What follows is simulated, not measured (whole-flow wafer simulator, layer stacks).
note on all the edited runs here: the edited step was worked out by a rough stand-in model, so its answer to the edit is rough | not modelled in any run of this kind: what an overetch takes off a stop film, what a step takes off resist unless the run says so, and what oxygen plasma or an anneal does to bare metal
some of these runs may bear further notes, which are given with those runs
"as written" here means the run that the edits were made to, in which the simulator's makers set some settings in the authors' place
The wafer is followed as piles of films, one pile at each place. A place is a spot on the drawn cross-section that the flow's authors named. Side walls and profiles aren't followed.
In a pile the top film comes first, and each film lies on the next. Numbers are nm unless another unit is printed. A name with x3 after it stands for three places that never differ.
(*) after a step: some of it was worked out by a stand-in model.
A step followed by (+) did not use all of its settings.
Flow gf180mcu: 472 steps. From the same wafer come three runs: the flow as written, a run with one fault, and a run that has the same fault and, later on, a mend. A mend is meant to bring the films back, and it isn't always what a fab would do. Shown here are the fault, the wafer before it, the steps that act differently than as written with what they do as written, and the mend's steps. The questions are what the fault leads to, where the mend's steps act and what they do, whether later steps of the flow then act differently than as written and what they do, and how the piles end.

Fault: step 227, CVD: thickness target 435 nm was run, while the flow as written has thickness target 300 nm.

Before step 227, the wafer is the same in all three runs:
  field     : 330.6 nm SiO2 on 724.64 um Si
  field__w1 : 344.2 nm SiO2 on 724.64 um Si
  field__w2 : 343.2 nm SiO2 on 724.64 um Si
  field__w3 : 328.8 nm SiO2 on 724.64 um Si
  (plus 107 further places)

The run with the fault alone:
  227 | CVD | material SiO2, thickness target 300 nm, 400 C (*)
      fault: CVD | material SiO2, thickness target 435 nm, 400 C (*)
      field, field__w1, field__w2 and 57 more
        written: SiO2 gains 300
        fault: SiO2 gains 435
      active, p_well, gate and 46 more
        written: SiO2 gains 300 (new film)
        fault: SiO2 gains 435 (new film)
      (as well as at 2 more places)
  Steps further on in the flow that do not act as written (1 more step, not shown, differs only slightly: by at most 2% or 0.5 nm, whichever is larger):
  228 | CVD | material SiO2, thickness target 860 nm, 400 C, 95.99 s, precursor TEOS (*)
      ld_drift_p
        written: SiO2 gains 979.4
        fault: SiO2 gains 955.5
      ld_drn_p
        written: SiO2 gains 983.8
        fault: SiO2 gains 955.5
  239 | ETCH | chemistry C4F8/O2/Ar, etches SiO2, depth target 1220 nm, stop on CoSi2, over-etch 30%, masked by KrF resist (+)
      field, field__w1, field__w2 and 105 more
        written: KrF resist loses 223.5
        fault: KrF resist loses 244
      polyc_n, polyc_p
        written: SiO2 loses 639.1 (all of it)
        fault: SiO2 loses 774.1 (all of it)
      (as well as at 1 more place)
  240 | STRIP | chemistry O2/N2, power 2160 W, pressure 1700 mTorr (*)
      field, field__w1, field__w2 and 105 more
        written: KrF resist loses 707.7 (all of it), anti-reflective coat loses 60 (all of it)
        fault: KrF resist loses 687.2 (all of it), anti-reflective coat loses 60 (all of it)
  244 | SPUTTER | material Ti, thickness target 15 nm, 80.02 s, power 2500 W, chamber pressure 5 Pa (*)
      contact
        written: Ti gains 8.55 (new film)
        fault: Ti gains 7.9 (new film)
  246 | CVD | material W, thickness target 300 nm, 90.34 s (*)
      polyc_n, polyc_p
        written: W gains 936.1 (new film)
        fault: W gains 1071.1 (new film)
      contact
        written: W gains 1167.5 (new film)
        fault: W gains 1303.6 (new film)
  At field__w4, field__w8, contact and 9 more, the piles at the end differ from the flow's by more than 2% or 0.5 nm, whichever is larger.
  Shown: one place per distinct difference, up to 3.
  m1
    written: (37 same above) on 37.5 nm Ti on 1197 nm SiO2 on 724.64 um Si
    fault: (37 same above) on 37.5 nm Ti on 1332 nm SiO2 on 724.64 um Si
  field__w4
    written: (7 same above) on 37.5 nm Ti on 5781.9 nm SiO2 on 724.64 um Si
    fault: (7 same above) on 37.5 nm Ti on 5916.9 nm SiO2 on 724.64 um Si
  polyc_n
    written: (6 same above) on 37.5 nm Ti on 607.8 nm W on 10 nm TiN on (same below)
    fault: (6 same above) on 37.5 nm Ti on 742.8 nm W on 10 nm TiN on (same below)

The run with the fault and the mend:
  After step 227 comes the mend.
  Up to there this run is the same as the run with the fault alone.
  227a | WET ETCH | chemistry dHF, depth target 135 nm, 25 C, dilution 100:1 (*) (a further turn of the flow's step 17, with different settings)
      field, field__w1, field__w2 and 108 more
        SiO2 loses 135
  Steps further on in the flow that do not act as written:
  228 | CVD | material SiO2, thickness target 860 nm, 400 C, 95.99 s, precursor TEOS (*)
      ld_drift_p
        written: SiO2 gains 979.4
        mend: SiO2 gains 955.5
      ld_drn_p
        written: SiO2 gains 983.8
        mend: SiO2 gains 955.5
  The piles end the same as the flow's at every place that both follow.
